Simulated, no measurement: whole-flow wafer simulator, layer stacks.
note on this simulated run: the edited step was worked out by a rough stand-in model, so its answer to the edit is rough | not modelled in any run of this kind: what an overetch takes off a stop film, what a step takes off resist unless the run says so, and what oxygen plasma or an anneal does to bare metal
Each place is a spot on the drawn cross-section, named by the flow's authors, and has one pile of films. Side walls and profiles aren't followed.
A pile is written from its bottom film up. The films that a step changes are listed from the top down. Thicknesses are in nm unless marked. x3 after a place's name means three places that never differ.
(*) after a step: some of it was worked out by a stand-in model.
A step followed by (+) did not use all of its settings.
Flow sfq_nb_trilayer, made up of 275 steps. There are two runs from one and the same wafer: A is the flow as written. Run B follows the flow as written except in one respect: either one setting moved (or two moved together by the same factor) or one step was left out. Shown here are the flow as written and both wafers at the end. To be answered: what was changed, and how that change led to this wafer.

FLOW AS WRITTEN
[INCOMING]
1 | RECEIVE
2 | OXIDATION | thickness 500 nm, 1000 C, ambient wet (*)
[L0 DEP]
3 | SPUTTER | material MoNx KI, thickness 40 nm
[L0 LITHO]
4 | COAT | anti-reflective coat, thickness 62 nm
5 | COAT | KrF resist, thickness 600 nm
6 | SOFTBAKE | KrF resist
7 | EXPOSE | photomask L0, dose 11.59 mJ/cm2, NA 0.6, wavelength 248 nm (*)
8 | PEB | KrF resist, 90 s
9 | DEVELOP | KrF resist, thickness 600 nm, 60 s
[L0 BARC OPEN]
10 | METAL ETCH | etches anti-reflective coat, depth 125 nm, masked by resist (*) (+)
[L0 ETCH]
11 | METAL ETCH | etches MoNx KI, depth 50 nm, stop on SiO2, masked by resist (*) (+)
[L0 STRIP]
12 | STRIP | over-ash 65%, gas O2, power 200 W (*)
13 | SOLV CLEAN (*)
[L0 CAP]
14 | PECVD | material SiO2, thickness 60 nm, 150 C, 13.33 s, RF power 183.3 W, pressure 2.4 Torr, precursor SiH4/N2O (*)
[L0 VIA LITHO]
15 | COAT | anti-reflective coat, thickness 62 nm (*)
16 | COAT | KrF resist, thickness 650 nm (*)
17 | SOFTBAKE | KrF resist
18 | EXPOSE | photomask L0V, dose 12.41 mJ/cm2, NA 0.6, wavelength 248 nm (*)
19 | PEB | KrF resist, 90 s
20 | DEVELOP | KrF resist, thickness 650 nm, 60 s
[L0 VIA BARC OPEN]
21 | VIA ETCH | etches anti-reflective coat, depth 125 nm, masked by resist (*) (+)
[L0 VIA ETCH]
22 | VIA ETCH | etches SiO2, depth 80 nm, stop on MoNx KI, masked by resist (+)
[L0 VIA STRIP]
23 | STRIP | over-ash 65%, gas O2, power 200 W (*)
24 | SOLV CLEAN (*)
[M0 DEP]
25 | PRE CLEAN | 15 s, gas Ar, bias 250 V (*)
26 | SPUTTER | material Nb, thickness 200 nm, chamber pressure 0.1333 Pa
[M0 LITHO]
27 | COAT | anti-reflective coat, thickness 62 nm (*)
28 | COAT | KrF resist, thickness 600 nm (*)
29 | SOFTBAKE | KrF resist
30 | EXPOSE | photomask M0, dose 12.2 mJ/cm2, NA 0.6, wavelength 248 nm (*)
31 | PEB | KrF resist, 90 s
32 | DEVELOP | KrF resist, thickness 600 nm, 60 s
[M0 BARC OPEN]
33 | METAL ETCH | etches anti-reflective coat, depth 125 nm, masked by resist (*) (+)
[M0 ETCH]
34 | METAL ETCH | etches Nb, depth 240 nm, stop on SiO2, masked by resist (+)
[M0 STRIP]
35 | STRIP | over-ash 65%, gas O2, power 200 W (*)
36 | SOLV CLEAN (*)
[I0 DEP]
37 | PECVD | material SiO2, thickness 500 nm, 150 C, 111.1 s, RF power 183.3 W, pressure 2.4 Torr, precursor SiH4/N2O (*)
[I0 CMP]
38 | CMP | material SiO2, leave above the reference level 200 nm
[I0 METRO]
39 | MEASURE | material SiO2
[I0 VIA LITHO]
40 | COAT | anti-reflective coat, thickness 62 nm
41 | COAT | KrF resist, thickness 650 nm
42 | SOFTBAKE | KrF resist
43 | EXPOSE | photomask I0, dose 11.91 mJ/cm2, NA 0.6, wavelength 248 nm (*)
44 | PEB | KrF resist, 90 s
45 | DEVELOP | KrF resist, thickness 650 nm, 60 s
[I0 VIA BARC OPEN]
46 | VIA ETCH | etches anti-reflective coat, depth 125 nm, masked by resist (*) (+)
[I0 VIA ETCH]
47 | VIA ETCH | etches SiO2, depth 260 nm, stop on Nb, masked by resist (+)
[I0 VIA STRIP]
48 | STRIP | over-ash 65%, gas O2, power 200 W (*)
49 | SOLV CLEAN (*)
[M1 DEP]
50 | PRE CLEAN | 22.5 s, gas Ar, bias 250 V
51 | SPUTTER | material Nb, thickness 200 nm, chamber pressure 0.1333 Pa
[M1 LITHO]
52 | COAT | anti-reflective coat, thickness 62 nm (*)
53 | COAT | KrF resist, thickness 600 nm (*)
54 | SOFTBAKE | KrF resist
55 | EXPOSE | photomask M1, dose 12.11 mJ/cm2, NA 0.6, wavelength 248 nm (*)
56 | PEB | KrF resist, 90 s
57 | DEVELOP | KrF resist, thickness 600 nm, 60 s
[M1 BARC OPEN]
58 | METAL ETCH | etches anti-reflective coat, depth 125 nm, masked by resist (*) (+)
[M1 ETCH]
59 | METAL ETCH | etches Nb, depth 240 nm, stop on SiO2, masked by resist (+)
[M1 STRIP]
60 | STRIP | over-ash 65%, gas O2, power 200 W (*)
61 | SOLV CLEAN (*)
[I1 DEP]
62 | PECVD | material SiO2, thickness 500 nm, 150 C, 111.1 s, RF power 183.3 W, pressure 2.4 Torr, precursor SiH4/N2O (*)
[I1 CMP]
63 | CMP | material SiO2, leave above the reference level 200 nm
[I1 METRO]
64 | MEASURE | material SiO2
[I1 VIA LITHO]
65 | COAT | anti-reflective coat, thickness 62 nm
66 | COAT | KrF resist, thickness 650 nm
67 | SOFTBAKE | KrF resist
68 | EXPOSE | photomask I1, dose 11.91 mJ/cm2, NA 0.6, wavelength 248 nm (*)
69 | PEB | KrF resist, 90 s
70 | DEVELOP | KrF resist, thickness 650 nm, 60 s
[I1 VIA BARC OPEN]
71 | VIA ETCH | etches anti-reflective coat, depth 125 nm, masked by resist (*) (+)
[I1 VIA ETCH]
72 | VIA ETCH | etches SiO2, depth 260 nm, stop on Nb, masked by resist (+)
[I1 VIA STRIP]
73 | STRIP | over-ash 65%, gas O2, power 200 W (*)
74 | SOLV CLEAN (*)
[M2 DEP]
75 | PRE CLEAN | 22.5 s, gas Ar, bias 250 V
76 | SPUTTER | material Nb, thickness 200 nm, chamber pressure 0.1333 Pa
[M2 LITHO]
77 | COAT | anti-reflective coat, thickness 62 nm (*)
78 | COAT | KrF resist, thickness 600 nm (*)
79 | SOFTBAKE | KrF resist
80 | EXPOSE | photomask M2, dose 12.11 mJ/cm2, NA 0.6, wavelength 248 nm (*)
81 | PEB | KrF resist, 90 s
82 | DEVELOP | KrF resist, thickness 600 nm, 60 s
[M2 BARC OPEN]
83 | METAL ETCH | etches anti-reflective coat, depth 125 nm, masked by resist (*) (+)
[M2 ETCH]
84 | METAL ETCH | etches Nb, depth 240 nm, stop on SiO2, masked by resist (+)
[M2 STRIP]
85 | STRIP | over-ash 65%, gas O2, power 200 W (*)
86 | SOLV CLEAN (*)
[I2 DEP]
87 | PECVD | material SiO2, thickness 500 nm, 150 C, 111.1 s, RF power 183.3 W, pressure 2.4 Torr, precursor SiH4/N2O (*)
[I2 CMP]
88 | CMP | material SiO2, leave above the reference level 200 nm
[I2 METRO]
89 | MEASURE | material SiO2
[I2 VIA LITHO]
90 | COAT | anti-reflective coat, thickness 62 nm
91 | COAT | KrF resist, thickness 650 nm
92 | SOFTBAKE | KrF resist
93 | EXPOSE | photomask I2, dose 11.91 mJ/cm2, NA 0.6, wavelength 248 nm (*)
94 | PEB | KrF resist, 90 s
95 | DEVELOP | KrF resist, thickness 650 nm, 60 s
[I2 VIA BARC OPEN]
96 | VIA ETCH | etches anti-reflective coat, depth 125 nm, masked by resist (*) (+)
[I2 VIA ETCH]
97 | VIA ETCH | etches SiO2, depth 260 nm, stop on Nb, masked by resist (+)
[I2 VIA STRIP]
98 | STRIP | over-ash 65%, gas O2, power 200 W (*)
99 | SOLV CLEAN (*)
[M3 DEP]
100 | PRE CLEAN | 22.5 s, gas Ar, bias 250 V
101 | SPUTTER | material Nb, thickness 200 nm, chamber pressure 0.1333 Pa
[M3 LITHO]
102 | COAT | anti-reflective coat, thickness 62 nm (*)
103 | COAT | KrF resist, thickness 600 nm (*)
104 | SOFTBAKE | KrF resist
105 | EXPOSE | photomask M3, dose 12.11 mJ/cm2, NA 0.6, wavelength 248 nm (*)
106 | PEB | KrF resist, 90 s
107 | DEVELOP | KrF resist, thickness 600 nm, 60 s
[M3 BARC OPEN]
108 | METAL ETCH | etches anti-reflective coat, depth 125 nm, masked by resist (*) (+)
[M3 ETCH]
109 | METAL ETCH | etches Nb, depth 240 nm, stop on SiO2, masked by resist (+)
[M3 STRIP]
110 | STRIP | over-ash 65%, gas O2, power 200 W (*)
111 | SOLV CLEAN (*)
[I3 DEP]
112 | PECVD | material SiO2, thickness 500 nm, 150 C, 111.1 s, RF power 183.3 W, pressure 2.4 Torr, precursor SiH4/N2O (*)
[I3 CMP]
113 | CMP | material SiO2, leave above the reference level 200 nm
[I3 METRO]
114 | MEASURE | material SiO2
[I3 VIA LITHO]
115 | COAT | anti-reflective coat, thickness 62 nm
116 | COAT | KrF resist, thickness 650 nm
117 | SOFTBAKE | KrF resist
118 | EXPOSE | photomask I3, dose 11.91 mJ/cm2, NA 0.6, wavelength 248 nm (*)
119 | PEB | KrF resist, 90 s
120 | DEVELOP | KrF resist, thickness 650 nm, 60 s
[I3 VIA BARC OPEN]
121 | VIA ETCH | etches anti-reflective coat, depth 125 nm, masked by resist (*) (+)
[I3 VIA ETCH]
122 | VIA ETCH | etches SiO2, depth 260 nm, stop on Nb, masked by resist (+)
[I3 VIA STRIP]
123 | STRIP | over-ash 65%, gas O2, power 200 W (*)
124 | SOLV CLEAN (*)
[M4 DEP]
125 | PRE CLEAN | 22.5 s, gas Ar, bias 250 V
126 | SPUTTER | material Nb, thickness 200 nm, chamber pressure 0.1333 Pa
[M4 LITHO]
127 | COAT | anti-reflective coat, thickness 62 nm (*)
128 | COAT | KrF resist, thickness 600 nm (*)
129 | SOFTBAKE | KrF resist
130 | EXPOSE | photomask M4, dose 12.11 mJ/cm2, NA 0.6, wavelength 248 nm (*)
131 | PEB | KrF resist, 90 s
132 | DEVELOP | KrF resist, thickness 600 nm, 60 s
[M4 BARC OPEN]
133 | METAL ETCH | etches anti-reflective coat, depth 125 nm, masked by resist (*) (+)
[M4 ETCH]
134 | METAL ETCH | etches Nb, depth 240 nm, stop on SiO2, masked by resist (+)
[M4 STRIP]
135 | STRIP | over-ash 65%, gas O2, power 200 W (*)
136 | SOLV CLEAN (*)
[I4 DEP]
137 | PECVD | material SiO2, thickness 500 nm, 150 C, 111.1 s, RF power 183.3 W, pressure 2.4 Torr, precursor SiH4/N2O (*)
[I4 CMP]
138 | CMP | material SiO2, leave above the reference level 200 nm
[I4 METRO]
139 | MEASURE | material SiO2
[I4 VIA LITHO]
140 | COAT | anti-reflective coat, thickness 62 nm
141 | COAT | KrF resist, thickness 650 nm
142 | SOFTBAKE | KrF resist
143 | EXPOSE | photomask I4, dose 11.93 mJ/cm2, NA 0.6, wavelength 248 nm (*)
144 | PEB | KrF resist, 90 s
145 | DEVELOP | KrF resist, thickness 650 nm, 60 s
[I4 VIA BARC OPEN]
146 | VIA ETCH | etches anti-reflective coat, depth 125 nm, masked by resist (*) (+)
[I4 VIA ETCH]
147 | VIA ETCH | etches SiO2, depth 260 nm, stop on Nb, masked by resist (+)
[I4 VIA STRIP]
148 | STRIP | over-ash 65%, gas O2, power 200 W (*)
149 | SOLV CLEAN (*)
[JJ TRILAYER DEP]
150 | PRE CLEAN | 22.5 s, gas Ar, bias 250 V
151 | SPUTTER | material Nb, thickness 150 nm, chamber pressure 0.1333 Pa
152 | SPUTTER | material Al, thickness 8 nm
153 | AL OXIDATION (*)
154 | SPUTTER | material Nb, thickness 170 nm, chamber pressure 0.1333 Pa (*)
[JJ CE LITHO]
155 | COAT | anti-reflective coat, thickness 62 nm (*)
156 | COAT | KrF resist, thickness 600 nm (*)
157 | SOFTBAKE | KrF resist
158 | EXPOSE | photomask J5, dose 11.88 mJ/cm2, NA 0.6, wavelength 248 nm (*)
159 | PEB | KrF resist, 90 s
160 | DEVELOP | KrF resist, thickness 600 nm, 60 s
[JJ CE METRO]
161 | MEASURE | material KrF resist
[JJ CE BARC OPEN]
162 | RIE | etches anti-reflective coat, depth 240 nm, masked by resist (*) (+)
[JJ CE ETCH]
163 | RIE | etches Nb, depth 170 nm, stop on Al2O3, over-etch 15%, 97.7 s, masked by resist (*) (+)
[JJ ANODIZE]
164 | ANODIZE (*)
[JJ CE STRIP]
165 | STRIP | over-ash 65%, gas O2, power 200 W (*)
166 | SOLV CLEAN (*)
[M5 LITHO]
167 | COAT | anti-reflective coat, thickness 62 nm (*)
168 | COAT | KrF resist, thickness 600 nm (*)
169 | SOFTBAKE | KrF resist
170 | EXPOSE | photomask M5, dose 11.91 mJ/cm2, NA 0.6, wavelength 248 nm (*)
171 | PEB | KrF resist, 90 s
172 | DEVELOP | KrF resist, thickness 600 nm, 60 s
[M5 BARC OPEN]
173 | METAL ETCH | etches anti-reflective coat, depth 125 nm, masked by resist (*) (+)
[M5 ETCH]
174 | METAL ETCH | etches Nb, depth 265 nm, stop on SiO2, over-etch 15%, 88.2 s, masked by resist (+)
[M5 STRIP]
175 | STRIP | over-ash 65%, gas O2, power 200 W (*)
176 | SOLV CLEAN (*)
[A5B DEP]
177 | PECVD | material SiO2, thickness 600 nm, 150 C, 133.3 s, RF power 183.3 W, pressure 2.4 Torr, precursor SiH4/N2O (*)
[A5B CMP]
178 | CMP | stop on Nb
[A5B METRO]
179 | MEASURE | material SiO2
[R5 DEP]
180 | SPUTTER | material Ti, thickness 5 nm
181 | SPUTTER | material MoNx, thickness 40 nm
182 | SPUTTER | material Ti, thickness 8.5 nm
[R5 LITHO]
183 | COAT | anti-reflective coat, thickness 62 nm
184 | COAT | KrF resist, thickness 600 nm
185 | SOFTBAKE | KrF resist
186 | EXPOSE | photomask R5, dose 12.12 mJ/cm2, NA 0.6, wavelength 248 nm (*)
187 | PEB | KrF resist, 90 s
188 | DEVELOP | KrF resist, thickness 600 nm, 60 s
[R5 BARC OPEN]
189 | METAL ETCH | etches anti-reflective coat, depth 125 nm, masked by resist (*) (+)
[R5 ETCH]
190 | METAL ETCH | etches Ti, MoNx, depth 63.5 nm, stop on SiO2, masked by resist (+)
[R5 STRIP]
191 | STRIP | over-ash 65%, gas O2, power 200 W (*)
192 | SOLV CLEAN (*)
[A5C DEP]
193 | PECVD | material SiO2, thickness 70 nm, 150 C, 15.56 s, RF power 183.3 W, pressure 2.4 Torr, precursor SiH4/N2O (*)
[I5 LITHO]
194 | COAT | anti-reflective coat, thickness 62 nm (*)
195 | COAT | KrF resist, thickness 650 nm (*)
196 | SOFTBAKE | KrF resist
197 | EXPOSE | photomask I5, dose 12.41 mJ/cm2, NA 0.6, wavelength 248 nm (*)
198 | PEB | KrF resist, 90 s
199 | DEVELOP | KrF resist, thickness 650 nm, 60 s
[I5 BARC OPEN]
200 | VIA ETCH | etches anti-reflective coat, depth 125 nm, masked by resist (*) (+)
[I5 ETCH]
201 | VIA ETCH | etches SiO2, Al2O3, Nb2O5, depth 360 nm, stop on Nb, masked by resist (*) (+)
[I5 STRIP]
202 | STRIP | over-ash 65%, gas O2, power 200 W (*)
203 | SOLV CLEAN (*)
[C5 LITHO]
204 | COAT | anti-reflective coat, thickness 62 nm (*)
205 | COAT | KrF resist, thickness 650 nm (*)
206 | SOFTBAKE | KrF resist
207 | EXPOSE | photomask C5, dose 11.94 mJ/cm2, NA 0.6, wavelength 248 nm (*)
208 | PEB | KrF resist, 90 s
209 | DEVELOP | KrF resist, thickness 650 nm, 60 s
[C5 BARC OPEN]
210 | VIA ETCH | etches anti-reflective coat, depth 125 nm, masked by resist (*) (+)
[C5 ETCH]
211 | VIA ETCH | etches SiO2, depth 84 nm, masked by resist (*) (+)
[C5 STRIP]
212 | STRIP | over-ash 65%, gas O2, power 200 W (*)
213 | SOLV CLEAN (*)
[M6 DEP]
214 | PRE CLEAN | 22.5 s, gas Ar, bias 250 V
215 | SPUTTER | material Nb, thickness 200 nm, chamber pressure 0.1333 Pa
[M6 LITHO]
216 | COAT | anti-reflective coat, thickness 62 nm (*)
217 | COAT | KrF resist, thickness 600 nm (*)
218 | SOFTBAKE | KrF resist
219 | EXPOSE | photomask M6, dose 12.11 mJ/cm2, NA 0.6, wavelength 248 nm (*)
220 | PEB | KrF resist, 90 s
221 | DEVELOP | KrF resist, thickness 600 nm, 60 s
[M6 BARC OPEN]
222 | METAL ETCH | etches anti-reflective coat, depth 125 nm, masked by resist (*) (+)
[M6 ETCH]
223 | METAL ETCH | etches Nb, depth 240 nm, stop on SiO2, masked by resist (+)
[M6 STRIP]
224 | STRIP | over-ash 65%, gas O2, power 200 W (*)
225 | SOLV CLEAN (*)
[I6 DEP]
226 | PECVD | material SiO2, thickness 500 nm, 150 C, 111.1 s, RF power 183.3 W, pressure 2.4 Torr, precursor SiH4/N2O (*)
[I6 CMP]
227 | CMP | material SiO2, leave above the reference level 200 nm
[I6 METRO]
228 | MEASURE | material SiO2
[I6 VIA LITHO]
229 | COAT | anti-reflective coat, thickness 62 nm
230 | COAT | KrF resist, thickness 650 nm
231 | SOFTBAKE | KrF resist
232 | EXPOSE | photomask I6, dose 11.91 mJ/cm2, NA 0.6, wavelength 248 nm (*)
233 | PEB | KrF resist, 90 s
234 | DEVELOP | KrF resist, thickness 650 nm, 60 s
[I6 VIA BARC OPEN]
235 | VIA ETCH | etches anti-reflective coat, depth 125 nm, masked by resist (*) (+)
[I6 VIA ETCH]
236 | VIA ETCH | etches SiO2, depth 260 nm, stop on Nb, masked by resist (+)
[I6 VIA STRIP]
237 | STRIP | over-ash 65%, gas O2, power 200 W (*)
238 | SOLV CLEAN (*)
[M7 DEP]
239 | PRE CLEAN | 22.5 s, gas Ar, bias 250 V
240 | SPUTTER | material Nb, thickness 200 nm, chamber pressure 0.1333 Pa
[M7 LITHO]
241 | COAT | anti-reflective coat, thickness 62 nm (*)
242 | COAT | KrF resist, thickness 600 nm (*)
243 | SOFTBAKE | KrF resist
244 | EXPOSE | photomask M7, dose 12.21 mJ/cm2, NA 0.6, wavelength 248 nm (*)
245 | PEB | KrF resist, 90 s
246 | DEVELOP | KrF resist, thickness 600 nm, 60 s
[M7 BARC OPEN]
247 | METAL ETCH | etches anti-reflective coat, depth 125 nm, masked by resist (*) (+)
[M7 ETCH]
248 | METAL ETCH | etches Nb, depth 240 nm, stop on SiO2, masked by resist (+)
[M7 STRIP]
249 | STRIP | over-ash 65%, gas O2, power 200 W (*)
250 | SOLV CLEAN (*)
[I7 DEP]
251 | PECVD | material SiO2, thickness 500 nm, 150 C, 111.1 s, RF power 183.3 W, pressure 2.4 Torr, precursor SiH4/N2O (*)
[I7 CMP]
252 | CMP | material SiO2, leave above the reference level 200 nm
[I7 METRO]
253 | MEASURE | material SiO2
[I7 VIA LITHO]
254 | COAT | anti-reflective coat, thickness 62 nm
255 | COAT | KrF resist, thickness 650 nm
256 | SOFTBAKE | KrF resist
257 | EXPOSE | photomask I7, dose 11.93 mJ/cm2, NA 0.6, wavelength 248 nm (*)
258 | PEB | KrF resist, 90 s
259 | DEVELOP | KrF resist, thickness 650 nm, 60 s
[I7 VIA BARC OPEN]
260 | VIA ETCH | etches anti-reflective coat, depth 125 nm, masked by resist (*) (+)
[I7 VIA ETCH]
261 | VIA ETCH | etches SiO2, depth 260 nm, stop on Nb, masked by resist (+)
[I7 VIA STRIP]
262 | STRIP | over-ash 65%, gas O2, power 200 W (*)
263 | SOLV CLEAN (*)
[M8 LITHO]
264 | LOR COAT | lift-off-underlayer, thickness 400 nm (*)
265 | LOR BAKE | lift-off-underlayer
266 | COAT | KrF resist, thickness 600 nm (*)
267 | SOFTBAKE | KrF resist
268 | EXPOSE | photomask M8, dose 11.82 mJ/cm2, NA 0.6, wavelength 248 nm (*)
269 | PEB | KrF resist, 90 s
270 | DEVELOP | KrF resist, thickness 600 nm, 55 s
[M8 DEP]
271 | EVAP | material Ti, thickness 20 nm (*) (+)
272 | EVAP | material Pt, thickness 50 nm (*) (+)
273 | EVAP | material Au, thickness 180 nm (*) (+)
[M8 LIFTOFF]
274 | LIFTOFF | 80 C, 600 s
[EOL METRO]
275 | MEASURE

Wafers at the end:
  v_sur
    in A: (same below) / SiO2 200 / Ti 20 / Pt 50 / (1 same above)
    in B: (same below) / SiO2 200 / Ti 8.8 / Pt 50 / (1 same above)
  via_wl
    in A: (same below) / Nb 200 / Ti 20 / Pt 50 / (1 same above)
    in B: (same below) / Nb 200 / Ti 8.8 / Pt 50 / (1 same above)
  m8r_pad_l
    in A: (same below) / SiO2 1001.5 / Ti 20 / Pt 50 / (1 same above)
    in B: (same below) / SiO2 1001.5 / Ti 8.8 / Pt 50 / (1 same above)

What caused this: step 271, EVAP: thickness 8.8 nm was run, while the flow as written has thickness 20 nm.
One can read it off the wafer: v_sur has Ti 8.8, and step 271 as written asks for 20 nm.

The path from the change to this, step by step:
  271 | EVAP | material Ti, thickness 20 nm (*) (+)
      field_l, v_sur, via_wl and 103 more: A +20 Ti (new film) | B +8.8 Ti (new film)
  274 | LIFTOFF | 80 C, 600 s
      p4_fl, p4_fm, p4_w1 and 71 more: A -180 Au (all of it), -50 Pt (all of it), -20 Ti (all of it), -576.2 KrF resist (all of it), -400 lift-off-underlayer (all of it) | B -180 Au (all of it), -50 Pt (all of it), -8.8 Ti (all of it), -576.2 KrF resist (all of it), -400 lift-off-underlayer (all of it)
      c5j, ce_r: A -180 Au (all of it), -50 Pt (all of it), -20 Ti (all of it), -573.3 KrF resist (all of it), -399.3 lift-off-underlayer (all of it) | B -180 Au (all of it), -50 Pt (all of it), -8.8 Ti (all of it), -573.3 KrF resist (all of it), -399.3 lift-off-underlayer (all of it)
      (as well as at 19 more places)
